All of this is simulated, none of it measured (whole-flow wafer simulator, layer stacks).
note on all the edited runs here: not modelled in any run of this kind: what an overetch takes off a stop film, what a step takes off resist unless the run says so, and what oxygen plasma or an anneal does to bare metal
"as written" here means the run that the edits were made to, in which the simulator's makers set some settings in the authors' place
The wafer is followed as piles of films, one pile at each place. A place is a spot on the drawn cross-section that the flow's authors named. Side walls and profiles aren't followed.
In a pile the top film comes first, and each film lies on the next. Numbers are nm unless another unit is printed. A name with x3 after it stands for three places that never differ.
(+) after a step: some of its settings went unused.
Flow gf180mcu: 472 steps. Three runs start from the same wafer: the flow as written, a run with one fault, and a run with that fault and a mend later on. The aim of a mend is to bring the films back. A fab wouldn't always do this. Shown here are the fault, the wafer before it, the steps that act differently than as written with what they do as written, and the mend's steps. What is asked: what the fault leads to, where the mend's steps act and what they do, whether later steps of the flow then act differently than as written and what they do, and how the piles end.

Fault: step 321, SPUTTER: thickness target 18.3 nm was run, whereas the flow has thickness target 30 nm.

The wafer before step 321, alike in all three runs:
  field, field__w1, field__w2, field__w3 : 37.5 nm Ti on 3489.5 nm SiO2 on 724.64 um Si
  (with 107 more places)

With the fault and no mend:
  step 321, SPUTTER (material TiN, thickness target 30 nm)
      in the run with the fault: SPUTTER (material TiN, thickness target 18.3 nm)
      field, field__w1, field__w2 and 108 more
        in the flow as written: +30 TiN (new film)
        in the run with the fault: +18.3 TiN (new film)
  Later steps of the flow acting differently than as written:
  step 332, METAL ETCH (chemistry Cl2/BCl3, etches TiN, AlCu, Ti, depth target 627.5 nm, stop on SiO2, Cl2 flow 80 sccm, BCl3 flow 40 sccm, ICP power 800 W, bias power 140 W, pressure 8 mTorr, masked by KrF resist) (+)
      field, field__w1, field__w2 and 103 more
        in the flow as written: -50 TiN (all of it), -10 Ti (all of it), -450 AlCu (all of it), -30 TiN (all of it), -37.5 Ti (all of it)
        in the run with the fault: -50 TiN (all of it), -10 Ti (all of it), -450 AlCu (all of it), -18.3 TiN (all of it), -37.5 Ti (all of it)
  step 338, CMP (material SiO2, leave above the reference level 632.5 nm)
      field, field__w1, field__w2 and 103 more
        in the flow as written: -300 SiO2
        in the run with the fault: -311.7 SiO2
  The piles end different from the flow's at field__w8, contact, m1, m1__w1, m1_nw by more than 2% or 0.5 nm, whichever is larger.
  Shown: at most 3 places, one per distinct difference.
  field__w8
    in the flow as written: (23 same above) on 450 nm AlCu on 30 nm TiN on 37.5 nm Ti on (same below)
    in the run with the fault: (23 same above) on 450 nm AlCu on 18.3 nm TiN on 37.5 nm Ti on (same below)
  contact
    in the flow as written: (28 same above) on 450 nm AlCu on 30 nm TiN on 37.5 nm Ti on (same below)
    in the run with the fault: (28 same above) on 450 nm AlCu on 18.3 nm TiN on 37.5 nm Ti on (same below)

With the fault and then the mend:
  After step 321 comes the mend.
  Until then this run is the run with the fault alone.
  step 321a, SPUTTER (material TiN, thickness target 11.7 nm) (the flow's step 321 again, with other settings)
      field, field__w1, field__w2 and 108 more
        +11.7 TiN
  None of the later steps of the flow acts differently than as written at any place that is followed.
  By the end, the piles equal the flow's at every place that both follow.
